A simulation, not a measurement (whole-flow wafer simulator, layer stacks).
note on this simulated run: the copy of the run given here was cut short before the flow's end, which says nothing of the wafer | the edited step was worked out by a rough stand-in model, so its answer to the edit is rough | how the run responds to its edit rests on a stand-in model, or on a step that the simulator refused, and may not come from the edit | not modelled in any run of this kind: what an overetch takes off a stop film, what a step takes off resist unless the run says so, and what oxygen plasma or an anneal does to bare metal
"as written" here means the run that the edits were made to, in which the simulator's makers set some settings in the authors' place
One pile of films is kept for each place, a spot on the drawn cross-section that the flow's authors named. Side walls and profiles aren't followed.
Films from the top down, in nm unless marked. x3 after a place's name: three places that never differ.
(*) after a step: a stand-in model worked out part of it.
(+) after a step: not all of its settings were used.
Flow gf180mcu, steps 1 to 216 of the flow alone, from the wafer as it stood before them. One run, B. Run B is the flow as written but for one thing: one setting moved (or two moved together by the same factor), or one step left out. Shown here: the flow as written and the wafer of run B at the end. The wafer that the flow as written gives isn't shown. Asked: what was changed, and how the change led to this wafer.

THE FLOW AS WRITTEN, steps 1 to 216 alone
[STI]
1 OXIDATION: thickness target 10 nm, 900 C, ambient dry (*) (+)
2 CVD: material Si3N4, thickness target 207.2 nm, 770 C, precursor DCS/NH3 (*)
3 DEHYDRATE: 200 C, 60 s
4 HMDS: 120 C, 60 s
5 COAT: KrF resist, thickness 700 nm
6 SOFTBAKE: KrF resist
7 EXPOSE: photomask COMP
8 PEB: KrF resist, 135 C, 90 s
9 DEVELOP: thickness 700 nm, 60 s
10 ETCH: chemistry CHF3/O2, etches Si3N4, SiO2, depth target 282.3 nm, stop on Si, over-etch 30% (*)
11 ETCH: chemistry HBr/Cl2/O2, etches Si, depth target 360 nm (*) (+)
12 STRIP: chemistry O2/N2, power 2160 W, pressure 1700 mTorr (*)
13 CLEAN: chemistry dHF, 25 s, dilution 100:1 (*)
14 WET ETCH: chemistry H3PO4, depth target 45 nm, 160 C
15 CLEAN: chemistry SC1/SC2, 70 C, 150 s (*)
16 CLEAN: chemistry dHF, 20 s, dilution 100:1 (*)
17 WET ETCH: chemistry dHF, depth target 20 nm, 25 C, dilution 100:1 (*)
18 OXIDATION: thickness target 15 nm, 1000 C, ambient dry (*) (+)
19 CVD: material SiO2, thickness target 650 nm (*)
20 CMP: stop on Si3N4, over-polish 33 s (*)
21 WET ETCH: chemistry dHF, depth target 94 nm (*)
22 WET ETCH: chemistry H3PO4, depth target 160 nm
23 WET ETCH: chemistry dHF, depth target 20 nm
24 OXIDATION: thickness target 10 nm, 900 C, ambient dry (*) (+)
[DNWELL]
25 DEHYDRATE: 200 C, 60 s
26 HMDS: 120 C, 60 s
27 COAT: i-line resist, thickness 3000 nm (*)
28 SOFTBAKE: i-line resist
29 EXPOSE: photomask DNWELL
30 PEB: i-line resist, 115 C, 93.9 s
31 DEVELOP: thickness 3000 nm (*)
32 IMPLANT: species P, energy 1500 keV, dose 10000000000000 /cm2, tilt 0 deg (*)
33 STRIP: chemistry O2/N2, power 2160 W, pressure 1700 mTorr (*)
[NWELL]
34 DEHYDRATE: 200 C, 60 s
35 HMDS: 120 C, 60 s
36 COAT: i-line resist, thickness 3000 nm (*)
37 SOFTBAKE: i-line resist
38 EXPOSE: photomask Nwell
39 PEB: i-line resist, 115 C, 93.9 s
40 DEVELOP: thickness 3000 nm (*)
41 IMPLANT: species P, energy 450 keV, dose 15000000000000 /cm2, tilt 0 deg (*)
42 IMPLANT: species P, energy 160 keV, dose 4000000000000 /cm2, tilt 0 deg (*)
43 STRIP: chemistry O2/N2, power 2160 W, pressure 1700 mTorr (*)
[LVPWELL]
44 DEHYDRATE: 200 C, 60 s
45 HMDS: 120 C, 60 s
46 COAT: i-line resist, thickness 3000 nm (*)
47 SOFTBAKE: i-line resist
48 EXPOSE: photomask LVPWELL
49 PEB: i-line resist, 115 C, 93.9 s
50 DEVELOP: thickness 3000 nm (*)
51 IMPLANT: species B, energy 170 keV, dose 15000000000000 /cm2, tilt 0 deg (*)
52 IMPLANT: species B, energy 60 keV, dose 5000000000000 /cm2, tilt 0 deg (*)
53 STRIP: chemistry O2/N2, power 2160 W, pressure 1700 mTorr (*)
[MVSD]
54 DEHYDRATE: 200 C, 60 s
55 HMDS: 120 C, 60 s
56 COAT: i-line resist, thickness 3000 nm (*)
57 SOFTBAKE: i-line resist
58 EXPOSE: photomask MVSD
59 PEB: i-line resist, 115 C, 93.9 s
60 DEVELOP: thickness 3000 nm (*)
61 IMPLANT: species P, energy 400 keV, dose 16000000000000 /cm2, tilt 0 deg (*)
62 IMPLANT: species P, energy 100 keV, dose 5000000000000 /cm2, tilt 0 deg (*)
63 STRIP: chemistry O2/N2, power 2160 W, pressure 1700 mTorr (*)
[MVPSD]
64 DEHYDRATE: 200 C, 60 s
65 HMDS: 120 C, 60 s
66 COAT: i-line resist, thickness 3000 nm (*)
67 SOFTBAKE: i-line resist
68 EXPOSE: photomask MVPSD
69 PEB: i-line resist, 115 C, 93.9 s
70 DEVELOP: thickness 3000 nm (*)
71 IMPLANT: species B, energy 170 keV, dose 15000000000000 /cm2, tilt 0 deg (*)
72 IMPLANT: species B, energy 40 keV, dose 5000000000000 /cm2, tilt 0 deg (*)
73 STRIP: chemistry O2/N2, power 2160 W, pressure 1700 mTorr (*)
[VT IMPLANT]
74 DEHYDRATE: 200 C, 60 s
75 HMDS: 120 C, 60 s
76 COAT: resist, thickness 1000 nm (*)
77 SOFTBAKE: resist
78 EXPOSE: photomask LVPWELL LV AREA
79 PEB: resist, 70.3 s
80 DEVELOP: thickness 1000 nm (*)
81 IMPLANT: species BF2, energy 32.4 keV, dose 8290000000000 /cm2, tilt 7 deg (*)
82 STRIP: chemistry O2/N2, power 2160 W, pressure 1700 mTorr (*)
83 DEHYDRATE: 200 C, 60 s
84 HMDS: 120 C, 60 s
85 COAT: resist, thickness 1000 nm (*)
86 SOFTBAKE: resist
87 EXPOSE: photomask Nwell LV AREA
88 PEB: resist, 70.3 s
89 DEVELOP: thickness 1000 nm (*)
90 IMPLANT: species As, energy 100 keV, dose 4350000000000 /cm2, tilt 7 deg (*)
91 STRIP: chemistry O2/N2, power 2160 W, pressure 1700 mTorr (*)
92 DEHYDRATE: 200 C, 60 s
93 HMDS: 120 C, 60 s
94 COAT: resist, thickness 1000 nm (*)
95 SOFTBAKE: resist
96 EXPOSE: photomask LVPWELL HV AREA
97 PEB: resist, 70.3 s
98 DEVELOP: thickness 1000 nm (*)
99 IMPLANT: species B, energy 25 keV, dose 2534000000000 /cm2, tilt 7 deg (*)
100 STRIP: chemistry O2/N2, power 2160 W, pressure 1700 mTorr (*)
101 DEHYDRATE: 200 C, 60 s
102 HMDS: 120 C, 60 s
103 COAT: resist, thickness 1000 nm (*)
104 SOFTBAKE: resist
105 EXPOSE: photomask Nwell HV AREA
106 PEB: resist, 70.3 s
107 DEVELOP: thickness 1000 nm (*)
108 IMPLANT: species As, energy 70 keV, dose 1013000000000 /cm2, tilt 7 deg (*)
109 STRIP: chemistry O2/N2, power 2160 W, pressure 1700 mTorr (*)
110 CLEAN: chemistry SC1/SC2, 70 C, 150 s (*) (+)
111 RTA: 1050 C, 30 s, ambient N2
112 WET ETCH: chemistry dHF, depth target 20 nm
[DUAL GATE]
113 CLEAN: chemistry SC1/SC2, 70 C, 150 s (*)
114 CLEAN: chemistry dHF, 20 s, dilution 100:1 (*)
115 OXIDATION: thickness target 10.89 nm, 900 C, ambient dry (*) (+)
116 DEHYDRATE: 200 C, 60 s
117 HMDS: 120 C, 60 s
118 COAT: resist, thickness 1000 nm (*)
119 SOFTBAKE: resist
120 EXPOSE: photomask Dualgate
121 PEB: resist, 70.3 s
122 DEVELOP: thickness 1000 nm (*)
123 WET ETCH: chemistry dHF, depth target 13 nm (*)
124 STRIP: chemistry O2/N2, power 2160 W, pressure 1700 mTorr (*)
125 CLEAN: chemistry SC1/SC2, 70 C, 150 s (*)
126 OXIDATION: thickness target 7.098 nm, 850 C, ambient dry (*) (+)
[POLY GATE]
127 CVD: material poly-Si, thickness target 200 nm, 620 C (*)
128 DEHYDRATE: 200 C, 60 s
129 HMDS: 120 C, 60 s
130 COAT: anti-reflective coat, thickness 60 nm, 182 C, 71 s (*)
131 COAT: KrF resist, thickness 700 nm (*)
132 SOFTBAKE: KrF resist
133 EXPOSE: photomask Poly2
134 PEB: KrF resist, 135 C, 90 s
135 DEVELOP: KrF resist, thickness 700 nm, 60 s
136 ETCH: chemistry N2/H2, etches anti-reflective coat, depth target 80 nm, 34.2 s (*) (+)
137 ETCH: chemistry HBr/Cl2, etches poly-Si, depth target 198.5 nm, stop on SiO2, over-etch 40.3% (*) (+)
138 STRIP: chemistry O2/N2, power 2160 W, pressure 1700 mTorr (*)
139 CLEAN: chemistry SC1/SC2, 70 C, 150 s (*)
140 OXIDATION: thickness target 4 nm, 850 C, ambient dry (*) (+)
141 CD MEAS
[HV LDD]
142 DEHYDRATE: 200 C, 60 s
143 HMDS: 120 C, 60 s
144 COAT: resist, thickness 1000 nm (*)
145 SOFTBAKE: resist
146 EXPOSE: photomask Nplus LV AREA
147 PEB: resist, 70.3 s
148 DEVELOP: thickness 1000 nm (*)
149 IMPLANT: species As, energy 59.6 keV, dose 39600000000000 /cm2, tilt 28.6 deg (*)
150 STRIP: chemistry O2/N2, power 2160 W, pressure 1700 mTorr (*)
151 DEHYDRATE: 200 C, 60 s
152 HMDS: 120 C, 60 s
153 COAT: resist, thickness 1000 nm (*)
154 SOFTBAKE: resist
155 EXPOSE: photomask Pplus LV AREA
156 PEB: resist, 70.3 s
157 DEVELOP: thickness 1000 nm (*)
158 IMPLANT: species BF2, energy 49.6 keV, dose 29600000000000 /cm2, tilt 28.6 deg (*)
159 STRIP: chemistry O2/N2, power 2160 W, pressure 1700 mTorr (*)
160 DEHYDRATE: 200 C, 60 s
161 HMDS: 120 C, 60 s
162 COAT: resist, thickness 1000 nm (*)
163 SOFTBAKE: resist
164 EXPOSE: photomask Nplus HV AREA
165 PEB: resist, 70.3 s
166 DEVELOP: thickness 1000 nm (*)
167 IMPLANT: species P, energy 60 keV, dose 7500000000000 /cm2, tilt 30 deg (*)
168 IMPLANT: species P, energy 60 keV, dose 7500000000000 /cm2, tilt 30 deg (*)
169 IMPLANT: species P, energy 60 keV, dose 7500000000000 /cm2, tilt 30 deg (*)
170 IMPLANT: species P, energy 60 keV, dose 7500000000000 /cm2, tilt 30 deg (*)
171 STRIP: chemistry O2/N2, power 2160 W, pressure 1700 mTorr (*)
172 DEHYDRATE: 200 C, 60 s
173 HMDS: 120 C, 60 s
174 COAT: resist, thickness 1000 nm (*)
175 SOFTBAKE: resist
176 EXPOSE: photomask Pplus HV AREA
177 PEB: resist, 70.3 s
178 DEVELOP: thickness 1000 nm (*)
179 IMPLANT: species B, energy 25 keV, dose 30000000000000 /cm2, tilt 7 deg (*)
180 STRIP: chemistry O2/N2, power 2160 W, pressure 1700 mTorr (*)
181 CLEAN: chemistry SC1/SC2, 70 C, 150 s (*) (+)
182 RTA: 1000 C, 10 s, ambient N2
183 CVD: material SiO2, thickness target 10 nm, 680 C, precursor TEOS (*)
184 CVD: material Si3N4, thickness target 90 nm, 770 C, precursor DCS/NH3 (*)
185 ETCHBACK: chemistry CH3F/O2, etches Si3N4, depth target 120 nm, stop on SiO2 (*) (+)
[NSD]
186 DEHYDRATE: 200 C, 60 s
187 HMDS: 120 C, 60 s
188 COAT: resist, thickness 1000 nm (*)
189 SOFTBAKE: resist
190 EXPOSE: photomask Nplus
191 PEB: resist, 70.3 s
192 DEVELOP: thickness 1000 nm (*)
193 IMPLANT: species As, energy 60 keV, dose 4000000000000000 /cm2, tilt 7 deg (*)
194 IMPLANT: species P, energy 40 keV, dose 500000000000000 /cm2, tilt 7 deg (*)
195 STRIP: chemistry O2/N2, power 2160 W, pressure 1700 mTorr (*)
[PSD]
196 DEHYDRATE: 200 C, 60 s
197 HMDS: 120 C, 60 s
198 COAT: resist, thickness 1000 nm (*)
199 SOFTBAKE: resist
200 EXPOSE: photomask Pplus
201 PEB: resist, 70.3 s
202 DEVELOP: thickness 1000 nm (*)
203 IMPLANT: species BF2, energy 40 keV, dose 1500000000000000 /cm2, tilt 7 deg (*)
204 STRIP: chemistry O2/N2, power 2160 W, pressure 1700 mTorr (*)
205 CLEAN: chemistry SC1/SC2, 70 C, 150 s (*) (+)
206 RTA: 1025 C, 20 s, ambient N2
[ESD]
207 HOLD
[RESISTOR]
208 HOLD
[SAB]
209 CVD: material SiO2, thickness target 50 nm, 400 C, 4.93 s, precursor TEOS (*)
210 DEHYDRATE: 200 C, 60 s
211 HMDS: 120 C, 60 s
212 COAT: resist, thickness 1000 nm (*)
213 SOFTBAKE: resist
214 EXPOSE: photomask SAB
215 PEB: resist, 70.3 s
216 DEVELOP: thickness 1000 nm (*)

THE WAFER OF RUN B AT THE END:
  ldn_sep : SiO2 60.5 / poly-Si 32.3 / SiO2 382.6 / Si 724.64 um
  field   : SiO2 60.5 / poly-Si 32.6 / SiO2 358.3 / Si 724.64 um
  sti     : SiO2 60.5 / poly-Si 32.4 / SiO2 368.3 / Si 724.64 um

The cause: step 137, ETCH: depth target 117.1 nm was run, where the flow has depth target 198.5 nm.

How the change led to this, step by step:
  137 ETCH: chemistry HBr/Cl2, etches poly-Si, depth target 198.5 nm, stop on SiO2, over-etch 40.3% (*) (+)
      field__w3, field__w12, field_sub and 14 more: poly-Si -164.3 (as written it would be: poly-Si -199 (all of it), SiO2 -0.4)
      field__w6, sti, m1 and 11 more: poly-Si -164.3 (as written it would be: poly-Si -198.8 (all of it), SiO2 -0.4)
      (and at 61 more places)
  138 STRIP: chemistry O2/N2, power 2160 W, pressure 1700 mTorr (*)
      field, field__w1, field__w2 and 61 more: chemical SiO2 +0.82 (new film), poly-Si -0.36 (as written it would be: nothing)
      gate: chemical SiO2 +0.67 (new film), KrF resist -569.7 (all of it), anti-reflective coat -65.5 (all of it), poly-Si -0.3 (as written it would be: chemical SiO2 +0.68 (new film), KrF resist -531.7 (all of it), anti-reflective coat -65.5 (all of it), poly-Si -0.3)
      (and at 27 more places)
  139 CLEAN: chemistry SC1/SC2, 70 C, 150 s (*)
      field, field__w1, field__w2 and 34 more: chemical SiO2 -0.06, poly-Si -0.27 (as written it would be: SiO2 -0.68)
  140 OXIDATION: thickness target 4 nm, 850 C, ambient dry (*) (+)
      field, field__w1, field__w2 and 21 more: SiO2 +4 (new film), chemical SiO2 -0.76 (all of it), poly-Si -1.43 (as written it would be: SiO2 +0.15, Si -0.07)
      active_hv, active_nat, ld_sd_n and 11 more: SiO2 +4 (new film), chemical SiO2 -0.76 (all of it), poly-Si -1.43 (as written it would be: SiO2 +0.96, Si -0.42)
      (and at 26 more places)
  144 COAT: resist, thickness 1000 nm (*)
      polyc_n, polyc_p: resist +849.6 (new film) (as written it would be: resist +817.8 (new film))
      gate: resist +868.6 (new film) (as written it would be: resist +837.3 (new film))
      (and at 25 more places)
  145 SOFTBAKE: resist
      nw_enc_fld_lv__w3: resist -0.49 (as written it would be: resist +2.63)
      field__w1: resist +3.26 (as written it would be: resist +4.19)
      (and at 60 more places)
  147 PEB: resist, 70.3 s
      ld_body_p_dnw, ldn_ch, ldn_acc, ldp_ch, ldp_acc: resist -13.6 (as written it would be: resist -13)
      polyc_n, polyc_n_rim, polyc_p, polyc_p_rim: resist -12.8 (as written it would be: resist -12.2)
      (and at 7 more places)
  148 DEVELOP: thickness 1000 nm (*)
      gate: resist -854 (all of it) (as written it would be: resist -822.7 (all of it))
      npoly_u: resist -851.7 (all of it) (as written it would be: resist -821.5 (all of it))
      (and at 3 more places)
  150 STRIP: chemistry O2/N2, power 2160 W, pressure 1700 mTorr (*)
      gate_hv: resist -853.5 (all of it) (as written it would be: resist -824.2 (all of it))
      gate_p: resist -858.8 (all of it) (as written it would be: resist -828.7 (all of it))
      (and at 21 more places)
  153 COAT: resist, thickness 1000 nm (*)
      polyc_n, polyc_p: resist +849.6 (new film) (as written it would be: resist +817.8 (new film))
      gate: resist +868.6 (new film) (as written it would be: resist +837.3 (new film))
      (and at 25 more places)
  154 SOFTBAKE: resist
      nw_enc_fld_lv__w3: resist -0.49 (as written it would be: resist +2.63)
      field__w1: resist +3.26 (as written it would be: resist +4.19)
      (and at 60 more places)
  156 PEB: resist, 70.3 s
      ld_body_p_dnw, ldn_ch, ldn_acc, ldp_ch, ldp_acc: resist -13.6 (as written it would be: resist -13)
      polyc_n, polyc_n_rim, polyc_p, polyc_p_rim: resist -12.8 (as written it would be: resist -12.2)
      (and at 7 more places)
  157 DEVELOP: thickness 1000 nm (*)
      gate_p: resist -858.8 (all of it) (as written it would be: resist -828.7 (all of it))
      ppoly_u: resist -856.1 (all of it) (as written it would be: resist -827 (all of it))
      (and at 3 more places)
  159 STRIP: chemistry O2/N2, power 2160 W, pressure 1700 mTorr (*)
      gate: resist -854 (all of it) (as written it would be: resist -822.7 (all of it))
      gate_hv: resist -853.5 (all of it) (as written it would be: resist -824.2 (all of it))
      (and at 21 more places)
  162 COAT: resist, thickness 1000 nm (*)
      polyc_n, polyc_p: resist +849.6 (new film) (as written it would be: resist +817.8 (new film))
      gate: resist +868.6 (new film) (as written it would be: resist +837.3 (new film))
      (and at 25 more places)
  163 SOFTBAKE: resist
      nw_enc_fld_lv__w3: resist -0.49 (as written it would be: resist +2.63)
      field__w1: resist +3.26 (as written it would be: resist +4.19)
      (and at 60 more places)
  ... 22 more steps ...
  216 DEVELOP: thickness 1000 nm (*)
      gate: resist -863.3 (all of it) (as written it would be: resist -834.3 (all of it))
      gate_hv: resist -863 (all of it) (as written it would be: resist -836.1 (all of it))
      (and at 24 more places)
